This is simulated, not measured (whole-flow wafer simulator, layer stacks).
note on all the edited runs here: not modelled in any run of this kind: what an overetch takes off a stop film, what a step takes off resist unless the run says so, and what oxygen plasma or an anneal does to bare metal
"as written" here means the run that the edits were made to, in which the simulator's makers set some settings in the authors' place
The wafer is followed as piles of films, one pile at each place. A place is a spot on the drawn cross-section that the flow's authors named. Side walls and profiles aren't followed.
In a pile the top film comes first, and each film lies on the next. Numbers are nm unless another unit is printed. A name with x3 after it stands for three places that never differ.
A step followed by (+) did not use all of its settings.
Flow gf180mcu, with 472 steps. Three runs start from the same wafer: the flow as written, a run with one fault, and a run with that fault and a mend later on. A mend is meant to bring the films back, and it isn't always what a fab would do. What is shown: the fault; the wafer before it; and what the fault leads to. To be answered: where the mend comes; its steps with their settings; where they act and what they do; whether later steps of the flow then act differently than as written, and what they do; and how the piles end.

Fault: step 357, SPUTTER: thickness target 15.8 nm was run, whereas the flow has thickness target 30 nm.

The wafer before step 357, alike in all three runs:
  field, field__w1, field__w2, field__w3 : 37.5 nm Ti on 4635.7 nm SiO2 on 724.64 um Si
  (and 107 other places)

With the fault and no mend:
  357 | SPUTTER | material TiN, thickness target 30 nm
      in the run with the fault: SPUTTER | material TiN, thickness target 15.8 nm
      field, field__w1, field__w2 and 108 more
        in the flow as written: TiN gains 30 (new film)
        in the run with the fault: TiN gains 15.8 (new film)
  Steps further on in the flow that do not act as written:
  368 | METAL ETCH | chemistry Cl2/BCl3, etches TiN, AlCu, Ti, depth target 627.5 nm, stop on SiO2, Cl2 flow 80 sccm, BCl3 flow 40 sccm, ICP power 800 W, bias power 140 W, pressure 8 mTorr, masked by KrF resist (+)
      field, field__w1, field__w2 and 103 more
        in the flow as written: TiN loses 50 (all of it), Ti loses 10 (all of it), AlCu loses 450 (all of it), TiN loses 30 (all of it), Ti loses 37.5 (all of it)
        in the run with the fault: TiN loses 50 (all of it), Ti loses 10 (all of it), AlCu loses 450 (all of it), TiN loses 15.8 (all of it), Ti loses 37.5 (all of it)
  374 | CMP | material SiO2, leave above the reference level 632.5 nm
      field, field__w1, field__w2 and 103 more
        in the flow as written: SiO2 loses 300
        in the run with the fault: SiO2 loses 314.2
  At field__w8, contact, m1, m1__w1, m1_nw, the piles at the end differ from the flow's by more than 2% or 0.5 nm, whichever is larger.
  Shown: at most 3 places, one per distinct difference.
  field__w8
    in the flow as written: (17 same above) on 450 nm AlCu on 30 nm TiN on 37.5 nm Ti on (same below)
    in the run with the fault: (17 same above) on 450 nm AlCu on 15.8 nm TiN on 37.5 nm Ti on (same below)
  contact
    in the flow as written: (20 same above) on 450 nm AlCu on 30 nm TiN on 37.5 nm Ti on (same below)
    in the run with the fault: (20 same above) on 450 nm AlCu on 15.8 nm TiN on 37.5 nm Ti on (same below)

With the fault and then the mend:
  After step 357 comes the mend.
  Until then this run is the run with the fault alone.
  357a | SPUTTER | material TiN, thickness target 14.2 nm (a further turn of the flow's step 357, with different settings)
      field, field__w1, field__w2 and 108 more
        TiN gains 14.2
  Later steps of the flow that are run all act as written at every place that is followed.
  The piles end the same as the flow's at every place that both follow.
